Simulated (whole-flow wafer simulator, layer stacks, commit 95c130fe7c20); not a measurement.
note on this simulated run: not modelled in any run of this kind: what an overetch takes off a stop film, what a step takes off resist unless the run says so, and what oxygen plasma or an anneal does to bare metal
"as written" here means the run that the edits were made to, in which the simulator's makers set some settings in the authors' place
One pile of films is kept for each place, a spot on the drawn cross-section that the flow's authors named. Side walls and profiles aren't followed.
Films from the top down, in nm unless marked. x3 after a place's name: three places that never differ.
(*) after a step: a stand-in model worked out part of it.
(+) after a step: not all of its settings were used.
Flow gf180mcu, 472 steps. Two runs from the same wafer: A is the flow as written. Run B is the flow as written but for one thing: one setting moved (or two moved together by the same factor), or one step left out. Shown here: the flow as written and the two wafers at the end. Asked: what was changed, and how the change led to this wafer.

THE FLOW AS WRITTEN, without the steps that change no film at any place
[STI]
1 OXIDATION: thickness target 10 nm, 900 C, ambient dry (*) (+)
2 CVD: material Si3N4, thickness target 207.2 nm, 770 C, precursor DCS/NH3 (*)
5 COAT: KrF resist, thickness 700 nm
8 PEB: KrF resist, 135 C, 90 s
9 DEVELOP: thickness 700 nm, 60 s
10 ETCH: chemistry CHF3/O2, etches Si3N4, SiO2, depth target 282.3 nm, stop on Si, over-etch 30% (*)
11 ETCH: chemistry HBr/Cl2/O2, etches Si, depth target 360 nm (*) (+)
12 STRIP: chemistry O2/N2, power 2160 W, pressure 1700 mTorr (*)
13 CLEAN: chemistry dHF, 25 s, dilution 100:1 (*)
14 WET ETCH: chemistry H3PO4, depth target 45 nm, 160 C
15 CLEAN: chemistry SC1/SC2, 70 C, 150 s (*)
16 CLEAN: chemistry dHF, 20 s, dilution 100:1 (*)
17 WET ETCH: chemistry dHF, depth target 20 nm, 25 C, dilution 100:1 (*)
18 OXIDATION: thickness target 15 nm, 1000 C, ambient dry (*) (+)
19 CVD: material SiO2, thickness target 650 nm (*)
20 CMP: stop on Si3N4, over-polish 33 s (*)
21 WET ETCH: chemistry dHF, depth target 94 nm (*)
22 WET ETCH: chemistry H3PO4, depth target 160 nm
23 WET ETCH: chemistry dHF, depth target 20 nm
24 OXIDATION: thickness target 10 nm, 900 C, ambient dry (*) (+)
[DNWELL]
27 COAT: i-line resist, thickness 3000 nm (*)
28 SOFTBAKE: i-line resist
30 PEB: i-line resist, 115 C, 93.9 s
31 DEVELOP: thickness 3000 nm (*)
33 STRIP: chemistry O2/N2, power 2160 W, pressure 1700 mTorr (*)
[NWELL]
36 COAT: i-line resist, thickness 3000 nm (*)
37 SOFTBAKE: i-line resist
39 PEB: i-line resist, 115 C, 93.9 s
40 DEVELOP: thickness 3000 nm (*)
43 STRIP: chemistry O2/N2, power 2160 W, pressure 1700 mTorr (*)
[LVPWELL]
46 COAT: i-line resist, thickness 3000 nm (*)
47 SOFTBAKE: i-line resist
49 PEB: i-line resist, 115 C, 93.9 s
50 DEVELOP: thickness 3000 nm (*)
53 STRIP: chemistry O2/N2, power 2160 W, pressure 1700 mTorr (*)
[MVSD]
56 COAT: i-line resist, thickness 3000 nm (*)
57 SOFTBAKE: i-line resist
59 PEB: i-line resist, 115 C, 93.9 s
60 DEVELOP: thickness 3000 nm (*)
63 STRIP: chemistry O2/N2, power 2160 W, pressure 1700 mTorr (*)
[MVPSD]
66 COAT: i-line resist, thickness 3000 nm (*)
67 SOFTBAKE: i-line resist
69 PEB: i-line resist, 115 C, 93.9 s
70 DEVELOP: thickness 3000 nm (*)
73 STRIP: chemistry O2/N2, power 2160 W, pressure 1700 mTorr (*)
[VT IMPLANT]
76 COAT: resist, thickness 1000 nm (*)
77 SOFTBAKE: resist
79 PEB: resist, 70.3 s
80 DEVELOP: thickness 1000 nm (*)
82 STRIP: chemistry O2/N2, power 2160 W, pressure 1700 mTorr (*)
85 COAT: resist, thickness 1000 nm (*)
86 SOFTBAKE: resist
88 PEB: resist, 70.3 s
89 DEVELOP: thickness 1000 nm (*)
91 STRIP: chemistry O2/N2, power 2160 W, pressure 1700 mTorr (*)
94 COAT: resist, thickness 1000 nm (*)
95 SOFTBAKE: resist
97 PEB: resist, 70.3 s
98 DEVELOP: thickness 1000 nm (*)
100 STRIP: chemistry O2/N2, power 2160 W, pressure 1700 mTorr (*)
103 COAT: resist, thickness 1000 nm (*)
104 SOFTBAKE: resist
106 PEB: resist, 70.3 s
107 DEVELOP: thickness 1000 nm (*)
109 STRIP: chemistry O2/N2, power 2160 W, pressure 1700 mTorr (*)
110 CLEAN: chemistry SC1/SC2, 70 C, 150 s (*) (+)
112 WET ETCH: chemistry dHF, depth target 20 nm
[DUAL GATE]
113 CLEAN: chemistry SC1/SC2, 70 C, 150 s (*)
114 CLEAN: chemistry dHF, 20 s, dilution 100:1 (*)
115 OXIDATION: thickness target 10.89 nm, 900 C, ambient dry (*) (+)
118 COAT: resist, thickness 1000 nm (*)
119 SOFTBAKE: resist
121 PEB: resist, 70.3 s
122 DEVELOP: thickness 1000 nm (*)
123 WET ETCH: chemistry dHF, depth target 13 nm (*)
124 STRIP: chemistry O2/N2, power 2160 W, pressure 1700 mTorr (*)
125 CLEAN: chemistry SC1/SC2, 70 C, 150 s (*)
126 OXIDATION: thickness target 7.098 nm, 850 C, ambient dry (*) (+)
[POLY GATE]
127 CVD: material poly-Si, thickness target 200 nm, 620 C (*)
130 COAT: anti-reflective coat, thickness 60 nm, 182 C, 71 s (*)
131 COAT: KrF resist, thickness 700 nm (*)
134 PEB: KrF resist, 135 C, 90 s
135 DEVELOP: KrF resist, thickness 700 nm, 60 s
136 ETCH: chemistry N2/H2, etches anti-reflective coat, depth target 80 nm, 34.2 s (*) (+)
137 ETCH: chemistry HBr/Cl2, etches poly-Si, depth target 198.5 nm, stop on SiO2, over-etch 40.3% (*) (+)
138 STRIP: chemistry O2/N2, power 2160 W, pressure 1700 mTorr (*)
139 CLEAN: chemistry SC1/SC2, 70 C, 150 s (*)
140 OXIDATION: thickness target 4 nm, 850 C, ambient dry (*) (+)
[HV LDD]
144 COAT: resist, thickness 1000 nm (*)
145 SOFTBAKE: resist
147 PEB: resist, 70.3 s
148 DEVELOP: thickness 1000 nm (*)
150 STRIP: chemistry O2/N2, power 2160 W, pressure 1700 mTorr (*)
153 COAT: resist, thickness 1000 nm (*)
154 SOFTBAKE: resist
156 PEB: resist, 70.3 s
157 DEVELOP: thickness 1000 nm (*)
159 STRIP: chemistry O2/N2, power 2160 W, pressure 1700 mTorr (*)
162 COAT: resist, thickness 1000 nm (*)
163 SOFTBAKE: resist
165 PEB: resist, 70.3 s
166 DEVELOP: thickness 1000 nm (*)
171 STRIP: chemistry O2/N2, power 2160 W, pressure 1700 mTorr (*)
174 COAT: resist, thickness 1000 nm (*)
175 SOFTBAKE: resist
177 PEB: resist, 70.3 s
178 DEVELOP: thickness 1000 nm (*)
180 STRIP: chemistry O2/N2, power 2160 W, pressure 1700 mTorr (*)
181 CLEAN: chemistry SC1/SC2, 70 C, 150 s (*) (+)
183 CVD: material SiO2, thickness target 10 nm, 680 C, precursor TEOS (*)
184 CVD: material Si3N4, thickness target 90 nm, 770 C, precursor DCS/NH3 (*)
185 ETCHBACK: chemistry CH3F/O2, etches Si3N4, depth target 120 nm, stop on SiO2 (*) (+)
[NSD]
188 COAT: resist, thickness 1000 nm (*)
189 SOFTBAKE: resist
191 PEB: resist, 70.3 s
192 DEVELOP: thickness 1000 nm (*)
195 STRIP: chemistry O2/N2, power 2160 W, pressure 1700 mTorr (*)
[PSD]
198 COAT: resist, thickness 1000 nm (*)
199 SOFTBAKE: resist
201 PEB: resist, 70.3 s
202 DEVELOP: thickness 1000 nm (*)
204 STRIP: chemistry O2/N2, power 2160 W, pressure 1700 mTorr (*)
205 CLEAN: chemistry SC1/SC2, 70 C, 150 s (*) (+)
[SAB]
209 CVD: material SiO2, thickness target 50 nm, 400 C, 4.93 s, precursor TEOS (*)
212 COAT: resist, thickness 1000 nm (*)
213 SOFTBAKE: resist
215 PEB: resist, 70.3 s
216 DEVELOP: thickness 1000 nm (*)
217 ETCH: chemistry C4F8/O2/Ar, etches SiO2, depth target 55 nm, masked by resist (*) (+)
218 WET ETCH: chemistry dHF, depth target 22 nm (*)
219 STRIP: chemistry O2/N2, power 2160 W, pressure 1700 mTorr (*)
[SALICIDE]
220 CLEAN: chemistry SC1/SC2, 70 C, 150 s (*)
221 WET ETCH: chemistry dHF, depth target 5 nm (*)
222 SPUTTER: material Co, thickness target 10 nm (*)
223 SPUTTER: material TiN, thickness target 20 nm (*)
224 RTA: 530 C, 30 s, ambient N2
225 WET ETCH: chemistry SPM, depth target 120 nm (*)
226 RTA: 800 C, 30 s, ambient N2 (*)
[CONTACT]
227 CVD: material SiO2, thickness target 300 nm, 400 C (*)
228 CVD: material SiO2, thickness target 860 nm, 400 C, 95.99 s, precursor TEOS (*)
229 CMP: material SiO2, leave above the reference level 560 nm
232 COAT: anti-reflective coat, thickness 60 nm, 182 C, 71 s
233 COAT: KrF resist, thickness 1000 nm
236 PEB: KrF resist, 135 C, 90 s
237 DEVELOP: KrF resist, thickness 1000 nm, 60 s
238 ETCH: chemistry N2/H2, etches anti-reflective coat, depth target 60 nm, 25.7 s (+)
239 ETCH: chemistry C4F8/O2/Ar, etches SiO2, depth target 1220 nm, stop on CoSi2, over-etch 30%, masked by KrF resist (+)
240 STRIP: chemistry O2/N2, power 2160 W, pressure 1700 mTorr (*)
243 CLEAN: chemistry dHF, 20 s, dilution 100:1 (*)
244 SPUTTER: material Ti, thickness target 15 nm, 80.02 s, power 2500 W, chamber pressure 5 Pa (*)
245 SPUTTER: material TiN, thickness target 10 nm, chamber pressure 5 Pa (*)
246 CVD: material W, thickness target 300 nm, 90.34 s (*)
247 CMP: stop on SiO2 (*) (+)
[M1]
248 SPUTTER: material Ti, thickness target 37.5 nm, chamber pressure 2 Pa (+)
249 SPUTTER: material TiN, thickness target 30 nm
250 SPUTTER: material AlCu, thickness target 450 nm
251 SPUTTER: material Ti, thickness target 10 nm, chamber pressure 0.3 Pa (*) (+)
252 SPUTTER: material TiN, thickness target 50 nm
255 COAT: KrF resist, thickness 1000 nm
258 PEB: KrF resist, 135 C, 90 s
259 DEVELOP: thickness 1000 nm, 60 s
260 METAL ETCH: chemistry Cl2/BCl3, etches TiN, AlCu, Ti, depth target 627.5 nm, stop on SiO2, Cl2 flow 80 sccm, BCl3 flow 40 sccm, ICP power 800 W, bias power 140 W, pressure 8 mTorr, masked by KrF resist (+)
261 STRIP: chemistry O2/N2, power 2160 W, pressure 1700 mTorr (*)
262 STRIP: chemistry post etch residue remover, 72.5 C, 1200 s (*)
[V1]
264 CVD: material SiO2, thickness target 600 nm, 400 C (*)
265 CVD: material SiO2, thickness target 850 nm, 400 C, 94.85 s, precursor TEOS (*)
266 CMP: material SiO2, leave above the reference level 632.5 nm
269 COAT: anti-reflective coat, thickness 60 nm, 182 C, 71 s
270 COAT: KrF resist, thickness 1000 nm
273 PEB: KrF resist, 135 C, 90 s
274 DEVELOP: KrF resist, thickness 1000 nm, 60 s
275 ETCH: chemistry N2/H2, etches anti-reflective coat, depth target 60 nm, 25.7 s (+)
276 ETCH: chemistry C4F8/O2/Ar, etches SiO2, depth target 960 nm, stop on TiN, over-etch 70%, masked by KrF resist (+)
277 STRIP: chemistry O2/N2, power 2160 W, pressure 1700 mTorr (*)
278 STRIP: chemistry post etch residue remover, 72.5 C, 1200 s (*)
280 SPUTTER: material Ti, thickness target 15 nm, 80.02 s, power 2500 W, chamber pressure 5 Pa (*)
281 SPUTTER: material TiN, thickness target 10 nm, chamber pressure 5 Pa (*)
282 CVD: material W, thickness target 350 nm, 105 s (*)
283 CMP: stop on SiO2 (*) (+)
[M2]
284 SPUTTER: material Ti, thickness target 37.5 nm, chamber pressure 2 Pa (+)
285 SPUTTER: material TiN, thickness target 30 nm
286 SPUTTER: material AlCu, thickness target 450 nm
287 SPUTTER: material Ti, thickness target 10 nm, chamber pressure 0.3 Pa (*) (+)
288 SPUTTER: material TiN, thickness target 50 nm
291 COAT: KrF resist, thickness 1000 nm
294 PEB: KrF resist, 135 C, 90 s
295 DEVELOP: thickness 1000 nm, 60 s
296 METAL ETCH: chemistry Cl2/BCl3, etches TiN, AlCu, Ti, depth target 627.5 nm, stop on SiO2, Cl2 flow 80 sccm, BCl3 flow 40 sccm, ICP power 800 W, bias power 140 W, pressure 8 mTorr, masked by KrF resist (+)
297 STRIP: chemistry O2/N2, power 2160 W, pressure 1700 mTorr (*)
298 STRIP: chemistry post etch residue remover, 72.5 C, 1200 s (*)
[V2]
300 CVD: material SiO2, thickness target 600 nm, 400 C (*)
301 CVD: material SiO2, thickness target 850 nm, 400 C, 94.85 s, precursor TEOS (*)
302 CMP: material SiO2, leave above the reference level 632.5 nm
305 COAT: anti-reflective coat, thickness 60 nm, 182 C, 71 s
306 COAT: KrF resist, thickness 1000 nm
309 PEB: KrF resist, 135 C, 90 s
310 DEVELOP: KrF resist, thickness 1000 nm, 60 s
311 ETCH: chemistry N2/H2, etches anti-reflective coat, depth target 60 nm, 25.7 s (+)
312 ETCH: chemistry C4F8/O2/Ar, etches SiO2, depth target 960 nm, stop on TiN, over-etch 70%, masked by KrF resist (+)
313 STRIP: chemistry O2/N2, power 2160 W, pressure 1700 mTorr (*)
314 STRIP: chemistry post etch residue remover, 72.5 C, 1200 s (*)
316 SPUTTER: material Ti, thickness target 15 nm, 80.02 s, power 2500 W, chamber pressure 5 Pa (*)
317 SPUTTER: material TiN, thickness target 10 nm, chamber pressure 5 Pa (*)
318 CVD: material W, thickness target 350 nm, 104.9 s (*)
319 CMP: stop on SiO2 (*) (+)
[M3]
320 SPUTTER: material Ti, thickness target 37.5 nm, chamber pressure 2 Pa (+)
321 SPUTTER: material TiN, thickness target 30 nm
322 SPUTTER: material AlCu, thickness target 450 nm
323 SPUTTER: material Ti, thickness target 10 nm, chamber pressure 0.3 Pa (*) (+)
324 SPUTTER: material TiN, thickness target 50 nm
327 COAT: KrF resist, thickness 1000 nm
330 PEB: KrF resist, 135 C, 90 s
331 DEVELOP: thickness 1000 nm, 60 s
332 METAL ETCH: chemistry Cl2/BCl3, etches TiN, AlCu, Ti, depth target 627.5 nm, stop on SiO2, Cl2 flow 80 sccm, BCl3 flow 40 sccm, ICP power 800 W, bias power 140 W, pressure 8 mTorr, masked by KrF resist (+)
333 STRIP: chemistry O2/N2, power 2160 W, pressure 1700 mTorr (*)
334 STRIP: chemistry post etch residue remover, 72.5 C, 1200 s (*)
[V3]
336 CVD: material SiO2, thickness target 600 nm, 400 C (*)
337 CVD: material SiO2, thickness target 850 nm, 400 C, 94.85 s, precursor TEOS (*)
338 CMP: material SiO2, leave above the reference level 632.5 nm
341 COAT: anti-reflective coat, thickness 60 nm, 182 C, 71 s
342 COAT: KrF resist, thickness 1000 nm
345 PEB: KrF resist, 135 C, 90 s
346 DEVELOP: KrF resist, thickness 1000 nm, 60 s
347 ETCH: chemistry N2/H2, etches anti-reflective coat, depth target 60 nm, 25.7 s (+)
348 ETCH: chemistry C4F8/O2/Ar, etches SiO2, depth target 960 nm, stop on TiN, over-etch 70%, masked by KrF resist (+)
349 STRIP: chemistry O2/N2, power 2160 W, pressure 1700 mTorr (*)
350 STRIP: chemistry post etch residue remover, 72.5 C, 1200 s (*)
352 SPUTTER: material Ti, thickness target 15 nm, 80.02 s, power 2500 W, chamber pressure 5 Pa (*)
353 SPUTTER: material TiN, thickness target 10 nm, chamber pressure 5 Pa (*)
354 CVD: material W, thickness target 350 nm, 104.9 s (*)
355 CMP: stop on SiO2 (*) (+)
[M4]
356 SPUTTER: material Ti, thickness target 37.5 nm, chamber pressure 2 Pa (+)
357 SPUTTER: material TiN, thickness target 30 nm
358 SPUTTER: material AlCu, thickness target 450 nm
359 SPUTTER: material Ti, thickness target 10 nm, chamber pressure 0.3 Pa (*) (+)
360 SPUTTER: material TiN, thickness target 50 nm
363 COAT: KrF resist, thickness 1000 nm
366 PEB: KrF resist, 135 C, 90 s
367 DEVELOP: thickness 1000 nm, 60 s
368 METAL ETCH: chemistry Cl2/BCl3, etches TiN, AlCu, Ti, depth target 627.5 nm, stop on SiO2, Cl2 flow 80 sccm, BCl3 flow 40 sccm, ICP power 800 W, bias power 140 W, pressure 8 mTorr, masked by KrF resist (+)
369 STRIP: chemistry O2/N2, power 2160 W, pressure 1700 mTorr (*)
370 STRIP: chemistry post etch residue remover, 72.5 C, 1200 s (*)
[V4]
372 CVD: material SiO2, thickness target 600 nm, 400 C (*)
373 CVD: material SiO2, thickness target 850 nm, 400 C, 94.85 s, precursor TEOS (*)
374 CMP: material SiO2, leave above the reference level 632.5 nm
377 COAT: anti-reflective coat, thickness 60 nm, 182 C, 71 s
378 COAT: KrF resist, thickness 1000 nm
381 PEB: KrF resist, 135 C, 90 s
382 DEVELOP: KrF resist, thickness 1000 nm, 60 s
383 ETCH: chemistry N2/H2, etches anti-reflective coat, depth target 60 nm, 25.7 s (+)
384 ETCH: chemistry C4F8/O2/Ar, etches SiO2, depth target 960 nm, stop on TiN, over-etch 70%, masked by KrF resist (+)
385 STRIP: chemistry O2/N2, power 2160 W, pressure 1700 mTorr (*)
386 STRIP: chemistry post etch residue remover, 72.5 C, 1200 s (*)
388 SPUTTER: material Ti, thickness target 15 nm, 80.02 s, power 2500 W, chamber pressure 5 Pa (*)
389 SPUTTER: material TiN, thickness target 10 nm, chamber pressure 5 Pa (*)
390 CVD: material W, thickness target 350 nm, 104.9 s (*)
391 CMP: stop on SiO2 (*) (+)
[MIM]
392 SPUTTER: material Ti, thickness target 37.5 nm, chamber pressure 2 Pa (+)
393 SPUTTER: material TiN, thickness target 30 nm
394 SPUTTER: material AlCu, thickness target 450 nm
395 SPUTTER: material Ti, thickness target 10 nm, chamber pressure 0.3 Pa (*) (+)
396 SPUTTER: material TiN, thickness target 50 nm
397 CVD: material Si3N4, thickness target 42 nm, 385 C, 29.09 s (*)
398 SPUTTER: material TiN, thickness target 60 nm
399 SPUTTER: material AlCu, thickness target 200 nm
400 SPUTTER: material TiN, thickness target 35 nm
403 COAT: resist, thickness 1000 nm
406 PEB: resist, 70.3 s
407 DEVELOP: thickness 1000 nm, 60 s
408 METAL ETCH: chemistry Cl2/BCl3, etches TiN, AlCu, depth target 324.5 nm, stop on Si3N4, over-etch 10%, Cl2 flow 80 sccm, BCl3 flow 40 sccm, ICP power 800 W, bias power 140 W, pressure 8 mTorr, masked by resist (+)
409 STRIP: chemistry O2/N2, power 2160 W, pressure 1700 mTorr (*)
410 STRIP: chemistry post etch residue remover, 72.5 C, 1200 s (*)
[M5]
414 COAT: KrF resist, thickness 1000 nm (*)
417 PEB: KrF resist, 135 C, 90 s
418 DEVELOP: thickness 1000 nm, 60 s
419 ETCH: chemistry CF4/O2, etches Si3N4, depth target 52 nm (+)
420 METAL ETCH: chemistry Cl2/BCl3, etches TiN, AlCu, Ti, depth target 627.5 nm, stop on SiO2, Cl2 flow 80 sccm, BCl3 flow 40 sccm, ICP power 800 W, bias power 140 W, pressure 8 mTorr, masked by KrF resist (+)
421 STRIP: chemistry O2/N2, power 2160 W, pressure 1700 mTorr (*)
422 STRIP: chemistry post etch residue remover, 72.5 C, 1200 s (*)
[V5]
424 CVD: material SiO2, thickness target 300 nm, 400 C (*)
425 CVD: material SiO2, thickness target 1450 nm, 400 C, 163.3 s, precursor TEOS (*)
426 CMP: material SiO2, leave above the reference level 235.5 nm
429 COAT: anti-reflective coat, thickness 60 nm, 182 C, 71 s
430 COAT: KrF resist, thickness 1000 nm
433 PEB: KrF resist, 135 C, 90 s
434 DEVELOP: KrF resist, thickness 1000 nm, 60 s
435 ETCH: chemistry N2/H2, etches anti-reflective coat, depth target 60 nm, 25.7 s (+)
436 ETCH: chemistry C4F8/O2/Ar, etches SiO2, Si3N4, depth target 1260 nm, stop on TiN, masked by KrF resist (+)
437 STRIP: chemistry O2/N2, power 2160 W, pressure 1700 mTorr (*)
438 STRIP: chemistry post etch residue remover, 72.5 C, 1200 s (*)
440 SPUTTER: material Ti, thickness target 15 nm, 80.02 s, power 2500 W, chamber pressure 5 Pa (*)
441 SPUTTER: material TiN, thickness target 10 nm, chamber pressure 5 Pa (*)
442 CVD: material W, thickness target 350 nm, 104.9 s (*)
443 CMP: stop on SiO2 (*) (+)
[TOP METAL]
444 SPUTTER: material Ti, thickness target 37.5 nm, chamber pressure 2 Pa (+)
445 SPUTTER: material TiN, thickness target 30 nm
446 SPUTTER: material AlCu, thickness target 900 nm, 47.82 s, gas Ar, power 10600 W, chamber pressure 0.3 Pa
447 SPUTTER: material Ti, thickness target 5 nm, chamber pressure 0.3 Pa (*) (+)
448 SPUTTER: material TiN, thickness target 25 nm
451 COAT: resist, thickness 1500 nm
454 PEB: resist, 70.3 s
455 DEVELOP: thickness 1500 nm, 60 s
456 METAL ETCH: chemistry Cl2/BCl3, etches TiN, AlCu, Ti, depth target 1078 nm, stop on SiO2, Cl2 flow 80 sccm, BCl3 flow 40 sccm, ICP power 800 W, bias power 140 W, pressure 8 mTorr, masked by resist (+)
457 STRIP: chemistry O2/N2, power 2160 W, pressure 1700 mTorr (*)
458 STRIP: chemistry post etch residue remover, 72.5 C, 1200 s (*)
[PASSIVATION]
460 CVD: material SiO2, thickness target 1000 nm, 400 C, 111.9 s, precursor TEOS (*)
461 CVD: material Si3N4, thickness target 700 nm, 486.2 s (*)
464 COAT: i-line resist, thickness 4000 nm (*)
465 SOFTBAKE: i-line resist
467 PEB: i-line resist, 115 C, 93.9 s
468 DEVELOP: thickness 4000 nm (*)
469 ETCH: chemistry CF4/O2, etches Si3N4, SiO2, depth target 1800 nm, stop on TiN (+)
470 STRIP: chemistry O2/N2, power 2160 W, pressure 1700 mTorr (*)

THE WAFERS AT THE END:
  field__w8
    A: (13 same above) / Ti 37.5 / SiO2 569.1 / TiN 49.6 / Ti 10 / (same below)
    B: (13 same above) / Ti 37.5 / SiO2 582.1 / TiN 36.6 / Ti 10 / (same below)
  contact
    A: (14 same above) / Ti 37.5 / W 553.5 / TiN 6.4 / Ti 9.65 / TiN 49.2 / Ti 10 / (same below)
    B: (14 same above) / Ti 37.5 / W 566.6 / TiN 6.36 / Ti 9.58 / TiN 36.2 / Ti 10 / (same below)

The cause: step 360, SPUTTER: thickness target 37 nm was run, where the flow has thickness target 50 nm.

How the change led to this, step by step:
  360 SPUTTER: material TiN, thickness target 50 nm
      field, field__w1, field__w2 and 108 more: A TiN +50 (new film) | B TiN +37 (new film)
  368 METAL ETCH: chemistry Cl2/BCl3, etches TiN, AlCu, Ti, depth target 627.5 nm, stop on SiO2, Cl2 flow 80 sccm, BCl3 flow 40 sccm, ICP power 800 W, bias power 140 W, pressure 8 mTorr, masked by KrF resist (+)
      field, field__w1, field__w2 and 103 more: A TiN -50 (all of it), Ti -10 (all of it), AlCu -450 (all of it), TiN -30 (all of it), Ti -37.5 (all of it) | B TiN -37 (all of it), Ti -10 (all of it), AlCu -450 (all of it), TiN -30 (all of it), Ti -37.5 (all of it)
  384 ETCH: chemistry C4F8/O2/Ar, etches SiO2, depth target 960 nm, stop on TiN, over-etch 70%, masked by KrF resist (+)
      contact: A SiO2 -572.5 (all of it) | B SiO2 -585.5 (all of it)
